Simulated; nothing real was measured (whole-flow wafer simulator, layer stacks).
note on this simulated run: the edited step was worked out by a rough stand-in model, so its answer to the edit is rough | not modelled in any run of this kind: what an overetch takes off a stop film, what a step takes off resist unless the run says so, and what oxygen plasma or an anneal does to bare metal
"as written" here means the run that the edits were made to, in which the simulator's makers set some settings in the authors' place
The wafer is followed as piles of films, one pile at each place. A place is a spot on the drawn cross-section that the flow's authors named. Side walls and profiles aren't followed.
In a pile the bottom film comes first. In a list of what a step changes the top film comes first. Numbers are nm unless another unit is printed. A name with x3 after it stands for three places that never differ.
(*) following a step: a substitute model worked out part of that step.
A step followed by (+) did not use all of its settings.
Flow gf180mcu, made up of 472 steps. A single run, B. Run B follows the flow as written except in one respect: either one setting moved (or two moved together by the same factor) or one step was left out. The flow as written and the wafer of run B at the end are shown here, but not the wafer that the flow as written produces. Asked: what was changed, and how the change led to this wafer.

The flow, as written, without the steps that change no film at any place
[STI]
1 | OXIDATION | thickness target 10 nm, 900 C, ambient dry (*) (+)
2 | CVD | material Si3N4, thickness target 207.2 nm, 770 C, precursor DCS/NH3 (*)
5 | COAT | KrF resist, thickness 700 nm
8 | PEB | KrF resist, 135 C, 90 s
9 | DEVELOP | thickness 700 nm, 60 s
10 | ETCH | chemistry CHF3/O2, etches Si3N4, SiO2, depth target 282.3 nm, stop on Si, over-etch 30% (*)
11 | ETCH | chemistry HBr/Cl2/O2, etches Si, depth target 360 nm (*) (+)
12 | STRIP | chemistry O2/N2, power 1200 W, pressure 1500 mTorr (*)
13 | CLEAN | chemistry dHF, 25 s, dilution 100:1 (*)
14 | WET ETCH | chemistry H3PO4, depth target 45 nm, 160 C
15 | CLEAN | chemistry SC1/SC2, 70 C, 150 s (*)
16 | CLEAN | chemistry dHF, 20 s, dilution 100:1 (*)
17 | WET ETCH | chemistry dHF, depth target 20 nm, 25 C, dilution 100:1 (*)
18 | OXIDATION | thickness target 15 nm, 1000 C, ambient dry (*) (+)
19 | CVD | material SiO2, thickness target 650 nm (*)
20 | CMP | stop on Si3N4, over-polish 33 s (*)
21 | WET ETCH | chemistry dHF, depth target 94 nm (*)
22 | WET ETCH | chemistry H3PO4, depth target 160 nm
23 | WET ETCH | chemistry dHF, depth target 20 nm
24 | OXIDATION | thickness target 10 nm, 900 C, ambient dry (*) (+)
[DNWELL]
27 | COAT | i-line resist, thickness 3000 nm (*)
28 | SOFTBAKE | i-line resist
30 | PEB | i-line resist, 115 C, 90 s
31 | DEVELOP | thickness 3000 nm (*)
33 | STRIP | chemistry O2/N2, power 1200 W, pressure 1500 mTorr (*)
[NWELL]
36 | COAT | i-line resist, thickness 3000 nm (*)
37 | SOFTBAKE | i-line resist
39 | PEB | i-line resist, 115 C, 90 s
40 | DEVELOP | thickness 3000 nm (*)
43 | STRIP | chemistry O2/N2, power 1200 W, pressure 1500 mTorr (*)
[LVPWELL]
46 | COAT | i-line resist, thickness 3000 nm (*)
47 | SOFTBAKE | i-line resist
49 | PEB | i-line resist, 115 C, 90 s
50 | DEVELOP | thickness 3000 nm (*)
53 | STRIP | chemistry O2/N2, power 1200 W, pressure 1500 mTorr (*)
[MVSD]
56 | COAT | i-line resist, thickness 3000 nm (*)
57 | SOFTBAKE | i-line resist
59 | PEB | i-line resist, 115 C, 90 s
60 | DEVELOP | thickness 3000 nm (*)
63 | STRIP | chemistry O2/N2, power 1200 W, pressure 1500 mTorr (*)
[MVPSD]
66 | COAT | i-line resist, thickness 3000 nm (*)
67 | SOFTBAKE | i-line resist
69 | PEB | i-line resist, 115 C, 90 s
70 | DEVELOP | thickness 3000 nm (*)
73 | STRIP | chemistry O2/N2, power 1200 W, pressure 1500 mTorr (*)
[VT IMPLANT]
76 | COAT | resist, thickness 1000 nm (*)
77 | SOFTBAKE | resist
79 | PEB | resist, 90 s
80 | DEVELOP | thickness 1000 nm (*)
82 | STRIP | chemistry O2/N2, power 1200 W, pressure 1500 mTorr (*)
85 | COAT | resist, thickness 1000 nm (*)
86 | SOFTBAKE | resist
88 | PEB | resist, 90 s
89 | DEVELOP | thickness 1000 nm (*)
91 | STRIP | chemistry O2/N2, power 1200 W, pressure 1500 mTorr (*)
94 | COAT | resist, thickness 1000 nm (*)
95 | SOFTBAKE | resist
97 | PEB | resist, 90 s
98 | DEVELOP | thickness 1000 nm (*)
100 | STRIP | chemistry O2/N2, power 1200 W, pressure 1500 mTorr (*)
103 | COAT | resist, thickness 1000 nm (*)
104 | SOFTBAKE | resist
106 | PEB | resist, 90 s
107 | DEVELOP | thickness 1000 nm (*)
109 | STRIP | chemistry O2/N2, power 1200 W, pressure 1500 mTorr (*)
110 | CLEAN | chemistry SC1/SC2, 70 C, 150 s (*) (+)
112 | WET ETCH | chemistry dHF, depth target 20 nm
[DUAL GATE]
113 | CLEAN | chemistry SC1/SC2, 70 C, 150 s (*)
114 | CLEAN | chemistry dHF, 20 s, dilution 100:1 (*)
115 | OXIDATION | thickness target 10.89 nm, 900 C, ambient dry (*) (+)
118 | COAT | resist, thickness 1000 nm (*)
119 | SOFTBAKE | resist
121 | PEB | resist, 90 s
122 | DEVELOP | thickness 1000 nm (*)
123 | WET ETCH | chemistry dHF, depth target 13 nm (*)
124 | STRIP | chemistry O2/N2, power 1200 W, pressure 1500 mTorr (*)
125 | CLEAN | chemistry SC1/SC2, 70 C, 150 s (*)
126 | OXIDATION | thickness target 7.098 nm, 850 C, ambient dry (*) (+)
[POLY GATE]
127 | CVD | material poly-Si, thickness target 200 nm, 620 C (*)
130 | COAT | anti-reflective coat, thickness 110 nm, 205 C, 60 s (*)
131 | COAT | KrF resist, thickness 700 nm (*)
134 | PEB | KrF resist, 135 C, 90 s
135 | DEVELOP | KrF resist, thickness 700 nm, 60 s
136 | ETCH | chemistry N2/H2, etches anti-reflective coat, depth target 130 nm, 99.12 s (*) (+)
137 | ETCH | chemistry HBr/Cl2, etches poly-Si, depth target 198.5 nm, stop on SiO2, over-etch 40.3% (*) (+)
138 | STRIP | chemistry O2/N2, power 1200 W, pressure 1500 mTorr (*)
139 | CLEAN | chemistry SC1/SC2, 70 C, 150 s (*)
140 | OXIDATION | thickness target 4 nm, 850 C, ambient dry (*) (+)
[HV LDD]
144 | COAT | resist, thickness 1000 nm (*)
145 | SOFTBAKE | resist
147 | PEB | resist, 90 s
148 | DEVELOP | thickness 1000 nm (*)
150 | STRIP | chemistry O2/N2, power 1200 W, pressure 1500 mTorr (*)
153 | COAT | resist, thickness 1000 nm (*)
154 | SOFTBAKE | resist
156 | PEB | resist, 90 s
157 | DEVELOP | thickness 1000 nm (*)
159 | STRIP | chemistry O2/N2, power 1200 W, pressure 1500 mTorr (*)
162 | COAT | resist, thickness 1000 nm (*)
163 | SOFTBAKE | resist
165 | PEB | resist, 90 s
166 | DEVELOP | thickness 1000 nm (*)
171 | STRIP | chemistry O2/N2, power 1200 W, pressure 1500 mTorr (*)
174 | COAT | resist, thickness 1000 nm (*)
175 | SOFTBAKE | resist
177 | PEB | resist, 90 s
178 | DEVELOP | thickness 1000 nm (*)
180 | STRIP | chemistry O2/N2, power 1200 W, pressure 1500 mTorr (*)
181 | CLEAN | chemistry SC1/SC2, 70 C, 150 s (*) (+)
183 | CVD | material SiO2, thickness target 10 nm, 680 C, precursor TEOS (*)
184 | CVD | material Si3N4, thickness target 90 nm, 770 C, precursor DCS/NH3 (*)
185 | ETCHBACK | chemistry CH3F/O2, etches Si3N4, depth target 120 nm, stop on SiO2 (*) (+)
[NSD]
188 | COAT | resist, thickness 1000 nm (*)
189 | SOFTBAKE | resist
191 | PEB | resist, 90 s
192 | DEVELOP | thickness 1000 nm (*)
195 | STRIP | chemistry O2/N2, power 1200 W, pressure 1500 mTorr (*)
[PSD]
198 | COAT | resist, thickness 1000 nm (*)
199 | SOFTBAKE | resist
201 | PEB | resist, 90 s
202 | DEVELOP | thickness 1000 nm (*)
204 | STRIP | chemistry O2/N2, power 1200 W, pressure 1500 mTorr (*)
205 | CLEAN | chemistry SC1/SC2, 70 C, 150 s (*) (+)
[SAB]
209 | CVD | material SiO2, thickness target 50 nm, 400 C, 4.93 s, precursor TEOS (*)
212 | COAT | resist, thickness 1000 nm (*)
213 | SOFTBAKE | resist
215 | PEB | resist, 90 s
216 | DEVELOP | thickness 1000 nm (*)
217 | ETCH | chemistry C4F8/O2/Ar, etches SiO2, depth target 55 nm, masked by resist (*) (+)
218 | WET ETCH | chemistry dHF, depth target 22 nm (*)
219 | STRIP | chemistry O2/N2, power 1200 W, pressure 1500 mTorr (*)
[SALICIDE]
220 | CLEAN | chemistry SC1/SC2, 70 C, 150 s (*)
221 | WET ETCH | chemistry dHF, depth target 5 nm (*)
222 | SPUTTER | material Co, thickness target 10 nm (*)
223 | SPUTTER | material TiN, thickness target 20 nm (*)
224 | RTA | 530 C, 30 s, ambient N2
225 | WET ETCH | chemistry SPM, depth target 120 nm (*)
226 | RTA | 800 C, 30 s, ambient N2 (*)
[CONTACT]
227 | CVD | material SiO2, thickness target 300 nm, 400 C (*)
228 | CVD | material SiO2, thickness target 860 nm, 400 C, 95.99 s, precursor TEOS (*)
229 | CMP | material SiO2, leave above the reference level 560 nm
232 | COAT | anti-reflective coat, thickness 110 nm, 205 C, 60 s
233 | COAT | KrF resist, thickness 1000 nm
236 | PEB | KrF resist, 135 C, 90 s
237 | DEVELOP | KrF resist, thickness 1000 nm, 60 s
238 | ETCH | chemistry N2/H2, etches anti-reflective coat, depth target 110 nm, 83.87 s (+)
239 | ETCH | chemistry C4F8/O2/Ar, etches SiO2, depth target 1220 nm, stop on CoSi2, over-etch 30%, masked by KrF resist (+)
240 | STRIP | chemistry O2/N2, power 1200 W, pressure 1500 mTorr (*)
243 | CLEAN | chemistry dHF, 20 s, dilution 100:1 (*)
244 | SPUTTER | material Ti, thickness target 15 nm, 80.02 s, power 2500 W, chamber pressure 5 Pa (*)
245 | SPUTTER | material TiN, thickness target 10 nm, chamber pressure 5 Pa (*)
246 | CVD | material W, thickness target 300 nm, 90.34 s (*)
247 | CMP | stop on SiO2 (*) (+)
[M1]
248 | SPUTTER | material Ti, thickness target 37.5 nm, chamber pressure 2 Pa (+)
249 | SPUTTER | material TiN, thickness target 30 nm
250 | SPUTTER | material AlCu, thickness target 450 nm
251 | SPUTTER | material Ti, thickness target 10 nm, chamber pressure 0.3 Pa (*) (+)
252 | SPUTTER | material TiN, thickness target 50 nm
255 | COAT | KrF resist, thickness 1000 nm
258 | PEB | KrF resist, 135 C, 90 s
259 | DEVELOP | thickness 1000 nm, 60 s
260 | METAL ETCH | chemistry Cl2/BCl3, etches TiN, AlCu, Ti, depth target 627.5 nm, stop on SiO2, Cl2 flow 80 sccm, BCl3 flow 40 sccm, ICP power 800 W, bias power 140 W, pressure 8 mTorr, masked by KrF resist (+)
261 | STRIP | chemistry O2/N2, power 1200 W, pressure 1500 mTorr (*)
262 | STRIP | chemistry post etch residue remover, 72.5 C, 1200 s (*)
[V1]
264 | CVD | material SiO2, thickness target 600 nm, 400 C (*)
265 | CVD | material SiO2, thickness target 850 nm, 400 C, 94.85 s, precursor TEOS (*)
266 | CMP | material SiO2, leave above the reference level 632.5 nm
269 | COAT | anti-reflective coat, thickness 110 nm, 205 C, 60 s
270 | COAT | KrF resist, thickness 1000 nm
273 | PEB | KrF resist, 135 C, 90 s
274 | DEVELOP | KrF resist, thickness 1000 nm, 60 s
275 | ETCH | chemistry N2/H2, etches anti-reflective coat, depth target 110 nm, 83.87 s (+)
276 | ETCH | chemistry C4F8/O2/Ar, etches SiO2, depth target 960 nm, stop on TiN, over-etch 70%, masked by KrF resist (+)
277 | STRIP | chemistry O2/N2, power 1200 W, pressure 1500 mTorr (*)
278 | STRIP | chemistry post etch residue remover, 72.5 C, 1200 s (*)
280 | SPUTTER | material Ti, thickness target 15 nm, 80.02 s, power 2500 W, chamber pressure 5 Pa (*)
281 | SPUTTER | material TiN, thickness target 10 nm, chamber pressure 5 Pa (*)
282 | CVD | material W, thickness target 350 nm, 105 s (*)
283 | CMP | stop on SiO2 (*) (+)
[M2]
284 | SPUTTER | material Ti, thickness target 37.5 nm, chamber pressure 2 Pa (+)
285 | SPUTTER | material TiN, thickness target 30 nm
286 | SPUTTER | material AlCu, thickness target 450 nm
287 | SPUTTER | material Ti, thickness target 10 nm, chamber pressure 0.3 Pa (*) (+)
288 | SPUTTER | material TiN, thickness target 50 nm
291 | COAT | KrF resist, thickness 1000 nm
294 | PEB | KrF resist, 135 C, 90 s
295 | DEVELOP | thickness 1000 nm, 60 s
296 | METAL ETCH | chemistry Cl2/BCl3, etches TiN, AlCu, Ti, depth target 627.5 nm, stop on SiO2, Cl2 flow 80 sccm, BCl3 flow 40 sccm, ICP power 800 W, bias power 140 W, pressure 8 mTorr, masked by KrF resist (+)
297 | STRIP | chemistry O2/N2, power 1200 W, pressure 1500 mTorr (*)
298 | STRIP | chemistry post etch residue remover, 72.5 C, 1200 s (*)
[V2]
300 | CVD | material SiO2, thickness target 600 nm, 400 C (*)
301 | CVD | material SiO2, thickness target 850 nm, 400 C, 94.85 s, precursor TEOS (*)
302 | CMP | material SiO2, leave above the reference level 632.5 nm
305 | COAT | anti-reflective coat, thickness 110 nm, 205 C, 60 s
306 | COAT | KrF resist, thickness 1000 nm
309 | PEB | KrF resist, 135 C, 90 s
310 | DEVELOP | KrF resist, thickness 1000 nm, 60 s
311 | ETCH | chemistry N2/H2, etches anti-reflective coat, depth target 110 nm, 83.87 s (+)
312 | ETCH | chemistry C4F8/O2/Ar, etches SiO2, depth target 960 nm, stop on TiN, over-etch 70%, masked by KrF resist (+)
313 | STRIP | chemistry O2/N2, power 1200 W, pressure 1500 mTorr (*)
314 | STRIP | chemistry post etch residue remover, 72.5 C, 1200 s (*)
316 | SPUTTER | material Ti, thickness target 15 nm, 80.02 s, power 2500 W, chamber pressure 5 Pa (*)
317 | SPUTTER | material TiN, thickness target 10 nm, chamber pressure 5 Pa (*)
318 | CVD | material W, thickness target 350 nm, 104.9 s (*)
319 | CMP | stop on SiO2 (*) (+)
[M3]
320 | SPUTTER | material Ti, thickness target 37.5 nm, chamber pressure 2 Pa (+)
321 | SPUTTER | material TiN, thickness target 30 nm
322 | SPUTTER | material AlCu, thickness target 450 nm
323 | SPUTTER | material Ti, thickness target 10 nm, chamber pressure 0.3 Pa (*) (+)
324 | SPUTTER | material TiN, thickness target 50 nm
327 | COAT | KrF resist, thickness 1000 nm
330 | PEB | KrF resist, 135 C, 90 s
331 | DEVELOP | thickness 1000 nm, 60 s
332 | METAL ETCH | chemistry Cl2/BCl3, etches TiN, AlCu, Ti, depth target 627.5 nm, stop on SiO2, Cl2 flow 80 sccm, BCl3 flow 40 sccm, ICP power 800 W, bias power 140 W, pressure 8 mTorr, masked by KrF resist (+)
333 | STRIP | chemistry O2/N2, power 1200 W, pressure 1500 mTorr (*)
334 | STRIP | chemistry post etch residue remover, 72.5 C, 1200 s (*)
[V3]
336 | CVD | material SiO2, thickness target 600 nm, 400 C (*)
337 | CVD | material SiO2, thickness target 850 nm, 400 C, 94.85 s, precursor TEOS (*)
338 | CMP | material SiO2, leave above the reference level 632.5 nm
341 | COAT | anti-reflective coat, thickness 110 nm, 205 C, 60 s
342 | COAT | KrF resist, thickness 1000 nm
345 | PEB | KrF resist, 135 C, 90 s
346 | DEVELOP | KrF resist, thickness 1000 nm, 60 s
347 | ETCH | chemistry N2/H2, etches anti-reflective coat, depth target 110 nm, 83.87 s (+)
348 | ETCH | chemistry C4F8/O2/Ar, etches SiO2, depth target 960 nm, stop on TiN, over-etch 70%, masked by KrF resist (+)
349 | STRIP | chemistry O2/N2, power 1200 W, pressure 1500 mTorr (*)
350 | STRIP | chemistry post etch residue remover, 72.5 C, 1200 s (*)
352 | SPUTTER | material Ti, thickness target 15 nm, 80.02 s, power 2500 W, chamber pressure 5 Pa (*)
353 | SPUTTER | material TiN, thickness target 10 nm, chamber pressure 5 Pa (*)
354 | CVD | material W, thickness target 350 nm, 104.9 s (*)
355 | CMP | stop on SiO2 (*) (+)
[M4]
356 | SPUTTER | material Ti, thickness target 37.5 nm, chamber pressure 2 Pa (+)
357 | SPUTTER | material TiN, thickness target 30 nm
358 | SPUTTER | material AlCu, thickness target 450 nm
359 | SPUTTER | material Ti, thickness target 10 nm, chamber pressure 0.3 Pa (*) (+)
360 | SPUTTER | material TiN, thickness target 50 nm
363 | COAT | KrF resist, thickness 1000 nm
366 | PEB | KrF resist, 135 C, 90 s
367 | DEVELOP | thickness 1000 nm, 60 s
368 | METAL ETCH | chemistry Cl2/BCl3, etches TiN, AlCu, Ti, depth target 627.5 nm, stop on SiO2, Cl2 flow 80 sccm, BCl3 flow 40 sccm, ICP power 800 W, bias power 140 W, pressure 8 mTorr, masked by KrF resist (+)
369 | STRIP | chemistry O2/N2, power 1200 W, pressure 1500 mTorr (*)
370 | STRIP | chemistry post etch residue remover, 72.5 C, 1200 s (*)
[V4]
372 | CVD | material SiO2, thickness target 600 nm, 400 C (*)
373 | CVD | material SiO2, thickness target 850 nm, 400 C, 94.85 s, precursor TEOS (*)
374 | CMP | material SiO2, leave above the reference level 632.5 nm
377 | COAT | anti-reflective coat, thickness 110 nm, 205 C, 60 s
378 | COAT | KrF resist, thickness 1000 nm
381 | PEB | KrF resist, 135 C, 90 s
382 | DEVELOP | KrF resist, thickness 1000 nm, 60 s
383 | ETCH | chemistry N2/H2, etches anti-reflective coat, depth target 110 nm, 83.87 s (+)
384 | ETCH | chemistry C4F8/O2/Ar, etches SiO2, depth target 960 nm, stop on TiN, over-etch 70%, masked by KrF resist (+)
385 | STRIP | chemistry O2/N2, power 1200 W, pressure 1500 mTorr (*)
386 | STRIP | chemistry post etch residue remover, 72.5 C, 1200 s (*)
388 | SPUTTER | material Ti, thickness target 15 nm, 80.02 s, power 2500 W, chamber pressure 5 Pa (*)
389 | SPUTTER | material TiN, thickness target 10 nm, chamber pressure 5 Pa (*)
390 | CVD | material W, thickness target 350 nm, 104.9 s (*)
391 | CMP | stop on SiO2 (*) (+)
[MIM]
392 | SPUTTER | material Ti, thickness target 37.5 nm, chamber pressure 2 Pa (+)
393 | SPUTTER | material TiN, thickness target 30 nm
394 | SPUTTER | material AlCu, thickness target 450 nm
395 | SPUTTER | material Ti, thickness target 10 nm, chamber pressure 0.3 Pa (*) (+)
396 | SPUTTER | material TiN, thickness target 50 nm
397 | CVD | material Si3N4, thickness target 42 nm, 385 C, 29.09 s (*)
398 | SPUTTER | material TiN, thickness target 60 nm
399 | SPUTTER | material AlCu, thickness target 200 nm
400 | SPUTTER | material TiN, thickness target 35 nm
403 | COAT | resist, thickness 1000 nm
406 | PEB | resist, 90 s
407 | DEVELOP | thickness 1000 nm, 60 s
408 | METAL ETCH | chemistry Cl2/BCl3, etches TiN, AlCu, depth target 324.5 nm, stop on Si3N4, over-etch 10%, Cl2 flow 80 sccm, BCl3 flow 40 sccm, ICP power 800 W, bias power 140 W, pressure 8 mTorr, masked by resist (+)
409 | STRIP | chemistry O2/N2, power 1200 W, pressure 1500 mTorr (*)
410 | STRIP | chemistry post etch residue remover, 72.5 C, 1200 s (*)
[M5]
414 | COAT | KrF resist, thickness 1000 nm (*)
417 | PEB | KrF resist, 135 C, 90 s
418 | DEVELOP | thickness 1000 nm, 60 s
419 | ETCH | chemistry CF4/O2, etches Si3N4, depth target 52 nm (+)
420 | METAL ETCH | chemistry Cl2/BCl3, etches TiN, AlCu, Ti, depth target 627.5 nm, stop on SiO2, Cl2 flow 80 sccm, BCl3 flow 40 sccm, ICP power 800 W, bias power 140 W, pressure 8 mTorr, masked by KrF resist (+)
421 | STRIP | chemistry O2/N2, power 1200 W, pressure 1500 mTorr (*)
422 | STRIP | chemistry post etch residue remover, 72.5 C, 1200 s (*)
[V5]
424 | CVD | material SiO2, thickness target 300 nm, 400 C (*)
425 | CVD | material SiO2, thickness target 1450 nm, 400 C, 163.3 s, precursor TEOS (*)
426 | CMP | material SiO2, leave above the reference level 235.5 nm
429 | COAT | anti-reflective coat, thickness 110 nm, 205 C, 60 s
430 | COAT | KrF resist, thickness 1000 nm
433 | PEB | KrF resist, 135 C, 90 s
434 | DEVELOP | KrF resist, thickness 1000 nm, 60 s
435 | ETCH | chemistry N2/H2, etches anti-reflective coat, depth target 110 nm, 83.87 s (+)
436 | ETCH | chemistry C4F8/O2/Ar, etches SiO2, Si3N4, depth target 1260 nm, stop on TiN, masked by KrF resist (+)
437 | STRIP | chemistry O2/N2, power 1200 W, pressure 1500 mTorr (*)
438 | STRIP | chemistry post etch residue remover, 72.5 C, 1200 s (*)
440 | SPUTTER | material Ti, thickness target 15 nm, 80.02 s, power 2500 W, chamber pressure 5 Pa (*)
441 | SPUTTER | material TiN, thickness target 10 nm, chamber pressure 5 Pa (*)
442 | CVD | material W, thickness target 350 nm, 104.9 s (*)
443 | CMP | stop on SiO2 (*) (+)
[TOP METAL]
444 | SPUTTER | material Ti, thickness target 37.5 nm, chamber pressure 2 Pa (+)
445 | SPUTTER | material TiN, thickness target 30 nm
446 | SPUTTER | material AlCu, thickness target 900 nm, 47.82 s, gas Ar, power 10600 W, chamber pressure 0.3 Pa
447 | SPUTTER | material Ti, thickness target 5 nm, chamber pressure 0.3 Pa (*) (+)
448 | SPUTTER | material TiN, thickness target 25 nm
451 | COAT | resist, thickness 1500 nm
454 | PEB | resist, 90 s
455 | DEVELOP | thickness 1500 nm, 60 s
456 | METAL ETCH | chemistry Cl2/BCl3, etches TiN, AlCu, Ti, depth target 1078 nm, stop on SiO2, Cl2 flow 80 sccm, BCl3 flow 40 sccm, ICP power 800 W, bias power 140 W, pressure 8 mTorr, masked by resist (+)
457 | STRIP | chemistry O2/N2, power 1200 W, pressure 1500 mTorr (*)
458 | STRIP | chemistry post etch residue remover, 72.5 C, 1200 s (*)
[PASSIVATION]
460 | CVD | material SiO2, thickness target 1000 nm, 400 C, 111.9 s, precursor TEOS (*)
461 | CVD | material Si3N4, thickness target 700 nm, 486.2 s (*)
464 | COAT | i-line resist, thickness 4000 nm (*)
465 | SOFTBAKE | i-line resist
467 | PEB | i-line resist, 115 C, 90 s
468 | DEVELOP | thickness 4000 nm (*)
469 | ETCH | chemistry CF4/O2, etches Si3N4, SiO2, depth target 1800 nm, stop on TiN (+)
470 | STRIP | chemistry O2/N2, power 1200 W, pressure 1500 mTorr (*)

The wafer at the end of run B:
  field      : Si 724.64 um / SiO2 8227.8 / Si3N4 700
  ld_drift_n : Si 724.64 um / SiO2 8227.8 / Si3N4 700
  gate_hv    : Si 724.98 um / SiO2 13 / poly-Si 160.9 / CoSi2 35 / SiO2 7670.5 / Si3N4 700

What caused this: step 126, OXIDATION: thickness target 5.607 nm was run, though the flow has thickness target 7.098 nm.

Step by step, how the change led to this:
  126 | OXIDATION | thickness target 7.098 nm, 850 C, ambient dry (*) (+)
      gate_hv, active_hv, active_nat and 25 more: SiO2 gains 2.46, Si loses 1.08 (as written it would have been: SiO2 gains 3.72, Si loses 1.64)
      active, n_well, p_well and 12 more: SiO2 gains 5.61 (new film), chemical SiO2 loses 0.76 (all of it), Si loses 2.13 (as written it would have been: SiO2 gains 7.1 (new film), chemical SiO2 loses 0.76 (all of it), Si loses 2.79)
  189 | SOFTBAKE | resist
      field__w9: resist loses 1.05 (as written it would have been: resist gains 1.85)
  199 | SOFTBAKE | resist
      field__w9: resist loses 1.05 (as written it would have been: resist gains 1.85)
  218 | WET ETCH | chemistry dHF, depth target 22 nm (*)
      active, p_well, sd_n, iso_ptap_pw, iso_ntap_nw, iso_ptap_sub, vpnp_e: SiO2 loses 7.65 (all of it) (as written it would have been: SiO2 loses 9.01 (all of it))
      ldn_tap, ldn_src, ldn_drn, ldp_tap, ldp_src, ldp_drn, ldp_gr: SiO2 loses 14.8 (all of it) (as written it would have been: SiO2 loses 16 (all of it))
      (and at 9 other places as well)
  223 | SPUTTER | material TiN, thickness target 20 nm (*)
      field__w12: TiN gains 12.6 (new film) (as written it would have been: TiN gains 12 (new film))
  225 | WET ETCH | chemistry SPM, depth target 120 nm (*)
      field__w12: TiN loses 12.6 (all of it), Co loses 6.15 (all of it) (as written it would have been: TiN loses 12 (all of it), Co loses 6.15 (all of it))
